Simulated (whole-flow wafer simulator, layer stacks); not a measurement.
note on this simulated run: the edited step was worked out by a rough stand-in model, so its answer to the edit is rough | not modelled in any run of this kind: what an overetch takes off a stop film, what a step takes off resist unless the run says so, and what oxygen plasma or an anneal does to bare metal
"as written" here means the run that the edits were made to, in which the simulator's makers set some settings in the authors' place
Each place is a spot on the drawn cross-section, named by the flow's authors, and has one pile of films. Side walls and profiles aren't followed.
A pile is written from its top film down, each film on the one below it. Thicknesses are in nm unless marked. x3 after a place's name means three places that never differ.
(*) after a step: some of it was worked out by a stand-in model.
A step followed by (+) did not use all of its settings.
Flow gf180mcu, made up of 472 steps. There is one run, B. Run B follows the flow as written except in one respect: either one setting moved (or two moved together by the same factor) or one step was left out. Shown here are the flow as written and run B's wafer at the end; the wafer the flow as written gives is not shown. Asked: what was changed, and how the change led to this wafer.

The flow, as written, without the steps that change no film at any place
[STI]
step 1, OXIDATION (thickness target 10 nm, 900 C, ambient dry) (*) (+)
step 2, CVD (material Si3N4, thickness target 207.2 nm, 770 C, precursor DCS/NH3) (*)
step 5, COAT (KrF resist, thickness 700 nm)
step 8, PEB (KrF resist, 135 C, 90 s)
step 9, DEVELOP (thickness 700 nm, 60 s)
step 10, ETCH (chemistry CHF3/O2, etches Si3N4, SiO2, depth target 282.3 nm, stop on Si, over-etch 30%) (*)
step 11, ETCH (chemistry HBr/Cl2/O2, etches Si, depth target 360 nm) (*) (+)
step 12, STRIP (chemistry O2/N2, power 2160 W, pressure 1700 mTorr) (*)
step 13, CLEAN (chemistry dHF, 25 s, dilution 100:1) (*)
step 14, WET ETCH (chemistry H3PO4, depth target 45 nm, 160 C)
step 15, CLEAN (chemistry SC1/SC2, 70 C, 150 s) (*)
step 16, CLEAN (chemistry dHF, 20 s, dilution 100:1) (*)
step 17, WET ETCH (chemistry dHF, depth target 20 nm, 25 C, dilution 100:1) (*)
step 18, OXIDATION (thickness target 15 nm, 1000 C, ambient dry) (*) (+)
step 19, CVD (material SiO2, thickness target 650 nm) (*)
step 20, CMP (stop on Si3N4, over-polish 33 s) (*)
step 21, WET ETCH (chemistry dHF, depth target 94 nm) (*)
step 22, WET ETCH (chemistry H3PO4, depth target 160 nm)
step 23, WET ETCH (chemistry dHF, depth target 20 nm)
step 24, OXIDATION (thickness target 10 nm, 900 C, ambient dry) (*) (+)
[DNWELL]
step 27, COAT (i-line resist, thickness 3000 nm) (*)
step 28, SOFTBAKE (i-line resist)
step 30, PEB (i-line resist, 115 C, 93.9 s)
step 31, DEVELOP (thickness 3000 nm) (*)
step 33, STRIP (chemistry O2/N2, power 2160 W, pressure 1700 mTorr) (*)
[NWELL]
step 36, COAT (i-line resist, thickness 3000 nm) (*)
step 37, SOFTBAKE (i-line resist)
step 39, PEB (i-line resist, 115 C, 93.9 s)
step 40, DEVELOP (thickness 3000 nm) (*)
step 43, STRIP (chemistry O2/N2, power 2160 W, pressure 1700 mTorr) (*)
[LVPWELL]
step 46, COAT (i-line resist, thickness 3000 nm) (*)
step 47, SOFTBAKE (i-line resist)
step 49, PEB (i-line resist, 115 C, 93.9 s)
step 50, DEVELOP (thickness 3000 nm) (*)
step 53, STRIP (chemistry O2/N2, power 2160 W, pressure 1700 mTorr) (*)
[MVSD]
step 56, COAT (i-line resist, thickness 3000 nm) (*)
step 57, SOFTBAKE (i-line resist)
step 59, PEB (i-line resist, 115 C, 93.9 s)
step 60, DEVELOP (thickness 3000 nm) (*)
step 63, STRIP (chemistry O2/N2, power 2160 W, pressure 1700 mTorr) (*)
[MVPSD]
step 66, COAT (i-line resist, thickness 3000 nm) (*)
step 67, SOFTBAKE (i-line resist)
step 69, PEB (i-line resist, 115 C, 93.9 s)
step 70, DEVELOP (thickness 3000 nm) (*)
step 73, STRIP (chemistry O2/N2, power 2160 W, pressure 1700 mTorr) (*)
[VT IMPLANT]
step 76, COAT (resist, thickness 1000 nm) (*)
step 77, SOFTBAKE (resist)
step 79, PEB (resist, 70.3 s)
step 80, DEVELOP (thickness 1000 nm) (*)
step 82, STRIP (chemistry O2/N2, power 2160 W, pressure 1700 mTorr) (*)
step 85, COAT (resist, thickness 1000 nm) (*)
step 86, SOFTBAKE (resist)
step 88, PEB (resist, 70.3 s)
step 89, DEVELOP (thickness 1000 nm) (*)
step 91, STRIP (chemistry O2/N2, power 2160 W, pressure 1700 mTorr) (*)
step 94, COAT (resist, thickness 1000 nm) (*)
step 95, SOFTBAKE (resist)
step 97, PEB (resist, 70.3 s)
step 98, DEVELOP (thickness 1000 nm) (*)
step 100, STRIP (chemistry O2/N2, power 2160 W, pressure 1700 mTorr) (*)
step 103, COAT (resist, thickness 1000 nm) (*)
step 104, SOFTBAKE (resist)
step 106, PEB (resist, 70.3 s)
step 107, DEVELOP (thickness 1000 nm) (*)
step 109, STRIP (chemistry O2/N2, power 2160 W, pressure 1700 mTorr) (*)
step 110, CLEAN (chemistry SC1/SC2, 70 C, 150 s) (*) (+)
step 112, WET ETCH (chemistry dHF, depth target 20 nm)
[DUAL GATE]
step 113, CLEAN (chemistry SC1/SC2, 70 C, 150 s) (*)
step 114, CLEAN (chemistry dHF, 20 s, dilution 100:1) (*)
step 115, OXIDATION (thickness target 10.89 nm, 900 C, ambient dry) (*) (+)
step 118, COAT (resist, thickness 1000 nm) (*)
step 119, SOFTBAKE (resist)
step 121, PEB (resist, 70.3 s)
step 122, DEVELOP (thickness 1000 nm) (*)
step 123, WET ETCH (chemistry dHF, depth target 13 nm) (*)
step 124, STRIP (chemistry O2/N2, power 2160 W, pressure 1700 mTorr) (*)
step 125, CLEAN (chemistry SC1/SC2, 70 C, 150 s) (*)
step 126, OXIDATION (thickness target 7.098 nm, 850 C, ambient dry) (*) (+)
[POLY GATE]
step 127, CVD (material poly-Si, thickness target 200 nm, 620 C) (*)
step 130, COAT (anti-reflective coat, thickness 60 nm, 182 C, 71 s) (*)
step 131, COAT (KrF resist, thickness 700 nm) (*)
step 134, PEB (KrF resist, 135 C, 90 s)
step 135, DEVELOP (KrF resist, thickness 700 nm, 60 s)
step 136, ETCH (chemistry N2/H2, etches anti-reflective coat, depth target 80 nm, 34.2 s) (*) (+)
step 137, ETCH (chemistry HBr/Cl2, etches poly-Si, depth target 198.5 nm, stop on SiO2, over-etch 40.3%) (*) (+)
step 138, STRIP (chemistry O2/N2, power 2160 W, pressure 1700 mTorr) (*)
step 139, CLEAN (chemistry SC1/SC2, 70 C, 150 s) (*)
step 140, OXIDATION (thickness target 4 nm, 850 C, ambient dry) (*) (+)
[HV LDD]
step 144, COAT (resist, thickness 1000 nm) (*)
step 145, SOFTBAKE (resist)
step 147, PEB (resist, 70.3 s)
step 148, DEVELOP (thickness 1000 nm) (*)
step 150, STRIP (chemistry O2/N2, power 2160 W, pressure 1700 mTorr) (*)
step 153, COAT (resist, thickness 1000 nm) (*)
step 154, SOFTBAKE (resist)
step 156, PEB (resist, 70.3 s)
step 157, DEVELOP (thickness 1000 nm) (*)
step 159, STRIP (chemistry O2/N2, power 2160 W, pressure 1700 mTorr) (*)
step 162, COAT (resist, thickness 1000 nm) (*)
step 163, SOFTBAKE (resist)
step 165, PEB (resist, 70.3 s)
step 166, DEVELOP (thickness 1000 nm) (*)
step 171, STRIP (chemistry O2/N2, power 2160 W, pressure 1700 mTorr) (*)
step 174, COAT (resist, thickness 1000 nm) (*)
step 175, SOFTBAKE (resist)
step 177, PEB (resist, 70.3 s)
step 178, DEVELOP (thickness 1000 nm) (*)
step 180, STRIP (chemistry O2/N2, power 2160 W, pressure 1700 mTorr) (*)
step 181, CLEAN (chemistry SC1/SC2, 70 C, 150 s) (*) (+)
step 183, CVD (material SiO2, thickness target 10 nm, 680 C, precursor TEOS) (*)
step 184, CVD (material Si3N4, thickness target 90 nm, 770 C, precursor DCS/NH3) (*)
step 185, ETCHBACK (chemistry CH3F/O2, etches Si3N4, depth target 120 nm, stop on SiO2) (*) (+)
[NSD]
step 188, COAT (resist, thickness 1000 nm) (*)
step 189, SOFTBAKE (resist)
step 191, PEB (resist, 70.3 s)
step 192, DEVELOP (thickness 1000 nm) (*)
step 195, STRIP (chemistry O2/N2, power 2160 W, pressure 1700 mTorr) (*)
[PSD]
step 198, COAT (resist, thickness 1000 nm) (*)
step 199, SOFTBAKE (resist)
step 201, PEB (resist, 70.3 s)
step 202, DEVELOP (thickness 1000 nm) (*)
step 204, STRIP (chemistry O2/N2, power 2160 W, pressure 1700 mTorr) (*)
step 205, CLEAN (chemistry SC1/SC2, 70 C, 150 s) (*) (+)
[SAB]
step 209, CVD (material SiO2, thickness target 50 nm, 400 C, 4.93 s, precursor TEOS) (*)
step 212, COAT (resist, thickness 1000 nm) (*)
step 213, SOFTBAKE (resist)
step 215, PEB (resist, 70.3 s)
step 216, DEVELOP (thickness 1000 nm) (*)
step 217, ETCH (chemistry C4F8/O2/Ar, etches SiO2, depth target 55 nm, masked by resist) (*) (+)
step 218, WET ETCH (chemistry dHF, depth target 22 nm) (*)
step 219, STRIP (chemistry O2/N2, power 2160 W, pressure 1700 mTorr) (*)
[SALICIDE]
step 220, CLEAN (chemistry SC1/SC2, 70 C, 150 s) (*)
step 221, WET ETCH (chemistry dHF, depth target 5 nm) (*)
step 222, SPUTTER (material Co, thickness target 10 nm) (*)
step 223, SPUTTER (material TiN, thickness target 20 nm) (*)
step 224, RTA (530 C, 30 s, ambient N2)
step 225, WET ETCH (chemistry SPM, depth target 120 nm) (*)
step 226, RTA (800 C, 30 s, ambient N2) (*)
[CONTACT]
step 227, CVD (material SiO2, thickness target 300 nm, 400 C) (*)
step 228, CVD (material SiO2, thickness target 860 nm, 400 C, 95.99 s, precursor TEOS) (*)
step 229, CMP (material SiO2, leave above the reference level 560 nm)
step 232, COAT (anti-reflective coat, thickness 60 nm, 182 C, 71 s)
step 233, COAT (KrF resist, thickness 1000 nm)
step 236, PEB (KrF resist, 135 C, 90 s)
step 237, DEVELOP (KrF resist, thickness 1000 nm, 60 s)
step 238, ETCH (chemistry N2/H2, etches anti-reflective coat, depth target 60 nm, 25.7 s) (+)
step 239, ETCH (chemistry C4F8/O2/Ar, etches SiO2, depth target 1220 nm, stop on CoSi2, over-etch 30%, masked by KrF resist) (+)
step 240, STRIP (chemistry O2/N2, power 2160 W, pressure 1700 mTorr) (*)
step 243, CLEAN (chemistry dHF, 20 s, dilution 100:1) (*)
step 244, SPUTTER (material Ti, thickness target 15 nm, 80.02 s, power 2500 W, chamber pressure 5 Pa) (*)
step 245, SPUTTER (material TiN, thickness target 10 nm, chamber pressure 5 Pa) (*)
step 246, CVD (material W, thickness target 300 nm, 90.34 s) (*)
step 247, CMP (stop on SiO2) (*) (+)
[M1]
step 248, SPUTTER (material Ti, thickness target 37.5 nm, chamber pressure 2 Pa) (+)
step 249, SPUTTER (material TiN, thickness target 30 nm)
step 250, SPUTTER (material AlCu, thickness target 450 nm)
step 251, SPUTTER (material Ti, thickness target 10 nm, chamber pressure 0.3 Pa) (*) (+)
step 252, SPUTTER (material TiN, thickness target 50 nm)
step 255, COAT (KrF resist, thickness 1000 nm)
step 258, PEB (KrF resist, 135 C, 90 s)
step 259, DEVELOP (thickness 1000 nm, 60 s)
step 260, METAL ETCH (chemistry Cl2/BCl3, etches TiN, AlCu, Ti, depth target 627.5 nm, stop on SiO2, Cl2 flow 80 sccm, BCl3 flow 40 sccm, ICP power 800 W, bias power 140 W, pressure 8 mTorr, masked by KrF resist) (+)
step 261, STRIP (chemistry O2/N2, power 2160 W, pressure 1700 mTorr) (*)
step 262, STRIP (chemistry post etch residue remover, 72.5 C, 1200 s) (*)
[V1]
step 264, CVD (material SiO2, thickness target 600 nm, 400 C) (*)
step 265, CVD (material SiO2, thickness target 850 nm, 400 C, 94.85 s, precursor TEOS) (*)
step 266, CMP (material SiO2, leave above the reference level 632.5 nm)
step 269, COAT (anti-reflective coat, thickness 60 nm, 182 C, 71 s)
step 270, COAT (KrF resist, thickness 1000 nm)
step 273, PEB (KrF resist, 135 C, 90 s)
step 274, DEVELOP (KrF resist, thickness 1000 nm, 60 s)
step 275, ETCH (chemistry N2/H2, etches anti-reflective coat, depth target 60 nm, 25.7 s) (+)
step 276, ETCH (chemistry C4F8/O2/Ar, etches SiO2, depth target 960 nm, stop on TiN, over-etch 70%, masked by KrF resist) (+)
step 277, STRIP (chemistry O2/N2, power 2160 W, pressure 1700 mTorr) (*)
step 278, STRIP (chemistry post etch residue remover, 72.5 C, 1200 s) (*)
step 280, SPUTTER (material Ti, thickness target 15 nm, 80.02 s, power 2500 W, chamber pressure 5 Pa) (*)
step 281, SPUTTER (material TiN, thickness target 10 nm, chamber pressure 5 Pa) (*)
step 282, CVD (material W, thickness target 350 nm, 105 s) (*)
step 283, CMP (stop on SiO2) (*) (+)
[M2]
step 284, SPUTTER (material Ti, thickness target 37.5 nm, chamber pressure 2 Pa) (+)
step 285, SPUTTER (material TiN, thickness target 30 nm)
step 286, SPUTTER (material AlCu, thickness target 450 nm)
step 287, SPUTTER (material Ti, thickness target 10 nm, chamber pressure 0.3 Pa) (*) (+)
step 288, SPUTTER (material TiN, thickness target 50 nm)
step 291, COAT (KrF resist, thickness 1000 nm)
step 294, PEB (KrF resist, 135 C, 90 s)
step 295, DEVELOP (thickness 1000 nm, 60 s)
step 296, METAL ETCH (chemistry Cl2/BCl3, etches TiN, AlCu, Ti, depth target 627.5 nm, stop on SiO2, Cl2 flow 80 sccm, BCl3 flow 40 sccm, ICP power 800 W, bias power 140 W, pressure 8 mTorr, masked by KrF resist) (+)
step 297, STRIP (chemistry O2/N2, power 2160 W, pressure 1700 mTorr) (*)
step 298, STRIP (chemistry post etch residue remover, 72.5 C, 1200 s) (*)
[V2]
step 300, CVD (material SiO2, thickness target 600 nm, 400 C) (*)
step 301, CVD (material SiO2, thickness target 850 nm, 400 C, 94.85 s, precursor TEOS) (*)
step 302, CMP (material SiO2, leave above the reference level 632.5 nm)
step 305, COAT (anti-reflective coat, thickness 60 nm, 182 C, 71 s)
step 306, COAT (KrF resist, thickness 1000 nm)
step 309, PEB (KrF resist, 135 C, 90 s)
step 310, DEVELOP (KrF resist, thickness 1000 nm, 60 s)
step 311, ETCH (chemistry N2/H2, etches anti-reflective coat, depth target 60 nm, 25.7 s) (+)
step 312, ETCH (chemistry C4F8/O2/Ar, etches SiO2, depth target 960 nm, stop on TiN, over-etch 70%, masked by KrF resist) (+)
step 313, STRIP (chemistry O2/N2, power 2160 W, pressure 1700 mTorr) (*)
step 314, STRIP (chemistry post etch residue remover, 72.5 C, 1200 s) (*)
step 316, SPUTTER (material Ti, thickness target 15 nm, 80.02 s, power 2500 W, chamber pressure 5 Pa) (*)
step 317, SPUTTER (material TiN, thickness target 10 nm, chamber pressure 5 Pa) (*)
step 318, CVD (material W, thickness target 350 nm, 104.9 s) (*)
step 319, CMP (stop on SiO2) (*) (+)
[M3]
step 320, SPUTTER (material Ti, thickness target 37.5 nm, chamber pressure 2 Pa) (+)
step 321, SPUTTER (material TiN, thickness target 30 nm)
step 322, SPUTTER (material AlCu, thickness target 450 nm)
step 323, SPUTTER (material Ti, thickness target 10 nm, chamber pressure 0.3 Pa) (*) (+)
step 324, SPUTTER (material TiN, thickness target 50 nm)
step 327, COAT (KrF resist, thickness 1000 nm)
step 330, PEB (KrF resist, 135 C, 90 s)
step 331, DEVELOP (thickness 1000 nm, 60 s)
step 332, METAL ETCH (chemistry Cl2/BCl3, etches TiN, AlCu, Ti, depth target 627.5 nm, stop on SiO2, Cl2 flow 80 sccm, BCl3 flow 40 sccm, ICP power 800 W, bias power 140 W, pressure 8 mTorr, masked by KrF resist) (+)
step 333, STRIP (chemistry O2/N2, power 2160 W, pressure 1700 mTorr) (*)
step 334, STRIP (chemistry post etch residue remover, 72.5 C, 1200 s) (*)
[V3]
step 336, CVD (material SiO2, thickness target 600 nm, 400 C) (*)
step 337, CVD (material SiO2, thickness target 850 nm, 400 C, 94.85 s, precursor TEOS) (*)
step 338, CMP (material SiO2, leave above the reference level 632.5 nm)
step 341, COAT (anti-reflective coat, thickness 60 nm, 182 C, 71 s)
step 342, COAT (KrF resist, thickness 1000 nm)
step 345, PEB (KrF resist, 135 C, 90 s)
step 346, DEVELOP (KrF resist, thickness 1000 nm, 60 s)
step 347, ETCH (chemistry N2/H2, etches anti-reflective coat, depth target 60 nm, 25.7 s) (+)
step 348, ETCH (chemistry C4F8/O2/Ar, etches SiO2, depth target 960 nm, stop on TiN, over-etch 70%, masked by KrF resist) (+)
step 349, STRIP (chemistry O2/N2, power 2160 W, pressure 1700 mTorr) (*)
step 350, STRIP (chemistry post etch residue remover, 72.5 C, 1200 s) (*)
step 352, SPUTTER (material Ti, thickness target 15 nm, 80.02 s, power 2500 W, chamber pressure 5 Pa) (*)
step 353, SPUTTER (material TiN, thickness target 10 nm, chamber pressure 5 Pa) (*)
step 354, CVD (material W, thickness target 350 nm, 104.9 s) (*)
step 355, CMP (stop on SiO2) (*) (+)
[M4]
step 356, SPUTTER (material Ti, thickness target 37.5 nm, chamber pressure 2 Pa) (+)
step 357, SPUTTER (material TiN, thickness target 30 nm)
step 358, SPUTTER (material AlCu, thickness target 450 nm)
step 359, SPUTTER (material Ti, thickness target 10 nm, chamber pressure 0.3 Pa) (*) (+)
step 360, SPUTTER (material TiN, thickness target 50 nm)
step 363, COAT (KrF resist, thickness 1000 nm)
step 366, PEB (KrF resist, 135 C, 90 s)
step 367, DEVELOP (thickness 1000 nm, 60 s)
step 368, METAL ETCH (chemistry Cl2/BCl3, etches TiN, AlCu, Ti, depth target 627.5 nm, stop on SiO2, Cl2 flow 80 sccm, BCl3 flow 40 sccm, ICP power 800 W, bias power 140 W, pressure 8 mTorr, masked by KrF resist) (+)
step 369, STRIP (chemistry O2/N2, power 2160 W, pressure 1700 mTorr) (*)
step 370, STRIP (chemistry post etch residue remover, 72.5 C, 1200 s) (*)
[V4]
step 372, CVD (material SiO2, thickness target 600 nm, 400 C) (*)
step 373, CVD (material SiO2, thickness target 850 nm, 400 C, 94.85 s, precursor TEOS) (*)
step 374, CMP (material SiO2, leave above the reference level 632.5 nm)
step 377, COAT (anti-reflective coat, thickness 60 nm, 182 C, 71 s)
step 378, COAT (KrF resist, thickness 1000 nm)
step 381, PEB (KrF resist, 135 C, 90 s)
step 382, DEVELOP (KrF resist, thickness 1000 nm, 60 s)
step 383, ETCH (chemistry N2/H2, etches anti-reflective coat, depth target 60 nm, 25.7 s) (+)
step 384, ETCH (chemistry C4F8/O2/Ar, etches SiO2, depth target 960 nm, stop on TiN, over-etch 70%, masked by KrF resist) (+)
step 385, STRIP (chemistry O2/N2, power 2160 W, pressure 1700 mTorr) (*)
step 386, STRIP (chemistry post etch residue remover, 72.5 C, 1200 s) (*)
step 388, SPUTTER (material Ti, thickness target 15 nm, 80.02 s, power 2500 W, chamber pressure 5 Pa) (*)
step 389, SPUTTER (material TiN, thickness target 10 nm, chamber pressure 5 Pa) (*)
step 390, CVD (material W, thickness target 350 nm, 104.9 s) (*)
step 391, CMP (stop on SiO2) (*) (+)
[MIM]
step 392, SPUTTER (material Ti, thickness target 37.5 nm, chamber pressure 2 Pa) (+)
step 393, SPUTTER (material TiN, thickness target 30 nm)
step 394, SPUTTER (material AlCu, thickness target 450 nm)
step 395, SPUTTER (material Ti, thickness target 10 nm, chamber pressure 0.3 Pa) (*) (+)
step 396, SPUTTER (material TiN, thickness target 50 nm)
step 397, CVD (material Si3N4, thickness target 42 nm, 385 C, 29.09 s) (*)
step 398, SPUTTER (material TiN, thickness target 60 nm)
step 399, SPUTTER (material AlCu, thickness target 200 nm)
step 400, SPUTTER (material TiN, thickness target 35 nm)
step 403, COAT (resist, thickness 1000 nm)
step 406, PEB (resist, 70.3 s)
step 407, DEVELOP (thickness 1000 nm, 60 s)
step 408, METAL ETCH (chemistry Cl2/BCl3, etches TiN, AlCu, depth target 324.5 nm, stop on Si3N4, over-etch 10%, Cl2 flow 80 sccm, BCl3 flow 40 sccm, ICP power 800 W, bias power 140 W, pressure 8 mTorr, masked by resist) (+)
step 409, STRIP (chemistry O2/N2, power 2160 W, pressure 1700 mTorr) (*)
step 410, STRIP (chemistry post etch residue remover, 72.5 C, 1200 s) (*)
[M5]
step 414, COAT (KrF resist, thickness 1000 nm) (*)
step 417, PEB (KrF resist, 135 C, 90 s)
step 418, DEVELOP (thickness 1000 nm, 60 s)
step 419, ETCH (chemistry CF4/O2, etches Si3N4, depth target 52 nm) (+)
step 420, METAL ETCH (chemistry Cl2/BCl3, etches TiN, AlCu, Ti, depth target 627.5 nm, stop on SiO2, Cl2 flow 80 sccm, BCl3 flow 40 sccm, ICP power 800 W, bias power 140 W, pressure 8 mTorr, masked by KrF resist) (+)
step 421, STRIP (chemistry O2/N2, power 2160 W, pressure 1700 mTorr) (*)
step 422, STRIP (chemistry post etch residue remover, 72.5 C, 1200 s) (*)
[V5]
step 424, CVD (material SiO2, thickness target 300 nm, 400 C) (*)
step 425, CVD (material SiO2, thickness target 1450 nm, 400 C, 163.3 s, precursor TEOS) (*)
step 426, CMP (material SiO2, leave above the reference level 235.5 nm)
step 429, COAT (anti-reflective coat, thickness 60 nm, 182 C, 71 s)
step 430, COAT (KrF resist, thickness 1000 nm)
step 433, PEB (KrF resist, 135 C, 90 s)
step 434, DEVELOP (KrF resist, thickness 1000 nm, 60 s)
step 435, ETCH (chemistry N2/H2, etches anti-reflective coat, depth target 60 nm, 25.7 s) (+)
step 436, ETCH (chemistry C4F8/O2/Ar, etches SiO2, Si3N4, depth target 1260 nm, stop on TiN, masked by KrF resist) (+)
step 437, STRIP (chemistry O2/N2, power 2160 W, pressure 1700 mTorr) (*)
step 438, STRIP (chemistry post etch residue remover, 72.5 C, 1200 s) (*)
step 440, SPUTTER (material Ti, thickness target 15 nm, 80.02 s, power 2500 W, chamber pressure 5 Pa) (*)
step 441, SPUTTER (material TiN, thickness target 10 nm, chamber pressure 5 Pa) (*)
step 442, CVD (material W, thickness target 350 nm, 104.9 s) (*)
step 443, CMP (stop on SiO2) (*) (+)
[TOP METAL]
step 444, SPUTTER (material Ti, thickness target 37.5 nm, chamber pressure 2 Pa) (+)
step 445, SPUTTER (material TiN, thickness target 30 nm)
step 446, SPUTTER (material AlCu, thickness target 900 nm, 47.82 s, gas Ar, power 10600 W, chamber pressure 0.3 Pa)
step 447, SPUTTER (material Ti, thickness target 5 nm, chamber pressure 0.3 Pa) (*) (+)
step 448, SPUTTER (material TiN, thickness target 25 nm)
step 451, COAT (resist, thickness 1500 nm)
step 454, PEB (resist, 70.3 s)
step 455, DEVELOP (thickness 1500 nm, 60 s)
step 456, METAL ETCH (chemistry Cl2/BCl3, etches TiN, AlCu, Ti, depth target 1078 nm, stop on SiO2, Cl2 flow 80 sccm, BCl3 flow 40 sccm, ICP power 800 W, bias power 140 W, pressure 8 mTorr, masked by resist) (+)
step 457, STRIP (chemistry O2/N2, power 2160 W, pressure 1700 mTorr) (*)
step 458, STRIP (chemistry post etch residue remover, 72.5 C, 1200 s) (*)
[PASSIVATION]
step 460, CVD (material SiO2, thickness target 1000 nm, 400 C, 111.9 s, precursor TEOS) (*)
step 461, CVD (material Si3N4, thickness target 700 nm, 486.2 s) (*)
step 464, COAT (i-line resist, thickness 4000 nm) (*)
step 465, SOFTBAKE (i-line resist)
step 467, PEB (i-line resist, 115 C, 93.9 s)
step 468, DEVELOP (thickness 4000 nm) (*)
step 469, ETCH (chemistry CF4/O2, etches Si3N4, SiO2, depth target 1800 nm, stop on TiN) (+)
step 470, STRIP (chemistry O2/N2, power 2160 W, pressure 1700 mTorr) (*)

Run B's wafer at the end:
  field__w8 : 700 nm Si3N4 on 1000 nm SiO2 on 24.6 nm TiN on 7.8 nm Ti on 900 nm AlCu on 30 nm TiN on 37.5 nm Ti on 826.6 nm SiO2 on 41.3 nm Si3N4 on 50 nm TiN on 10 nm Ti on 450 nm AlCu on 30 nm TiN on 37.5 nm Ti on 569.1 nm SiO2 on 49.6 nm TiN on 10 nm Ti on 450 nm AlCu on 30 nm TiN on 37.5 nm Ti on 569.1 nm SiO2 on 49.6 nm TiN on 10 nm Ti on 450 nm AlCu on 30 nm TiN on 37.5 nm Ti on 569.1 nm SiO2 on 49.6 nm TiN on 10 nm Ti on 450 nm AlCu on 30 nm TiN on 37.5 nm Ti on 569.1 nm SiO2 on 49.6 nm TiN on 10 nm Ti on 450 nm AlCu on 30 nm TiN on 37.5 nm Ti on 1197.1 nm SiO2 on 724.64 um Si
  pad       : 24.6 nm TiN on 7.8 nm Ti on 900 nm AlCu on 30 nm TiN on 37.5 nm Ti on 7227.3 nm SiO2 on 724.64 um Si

What caused this: step 447, SPUTTER: thickness target 7.8 nm was run, though the flow has thickness target 5 nm.
The wafer lets one read it off: field__w8 has Ti 7.8, and step 447 as written asks for 5 nm.

Step by step, how the change led to this:
  step 447, SPUTTER (material Ti, thickness target 5 nm, chamber pressure 0.3 Pa) (*) (+)
      field, field__w1, field__w2 and 109 more: +7.8 Ti (new film) (it would be, as written: +5 Ti (new film))
  step 456, METAL ETCH (chemistry Cl2/BCl3, etches TiN, AlCu, Ti, depth target 1078 nm, stop on SiO2, Cl2 flow 80 sccm, BCl3 flow 40 sccm, ICP power 800 W, bias power 140 W, pressure 8 mTorr, masked by resist) (+)
      field, field__w1, field__w2 and 103 more: -25 TiN (all of it), -7.8 Ti (all of it), -900 AlCu (all of it), -30 TiN (all of it), -37.5 Ti (all of it) (it would be, as written: -25 TiN (all of it), -5 Ti (all of it), -900 AlCu (all of it), -30 TiN (all of it), -37.5 Ti (all of it))
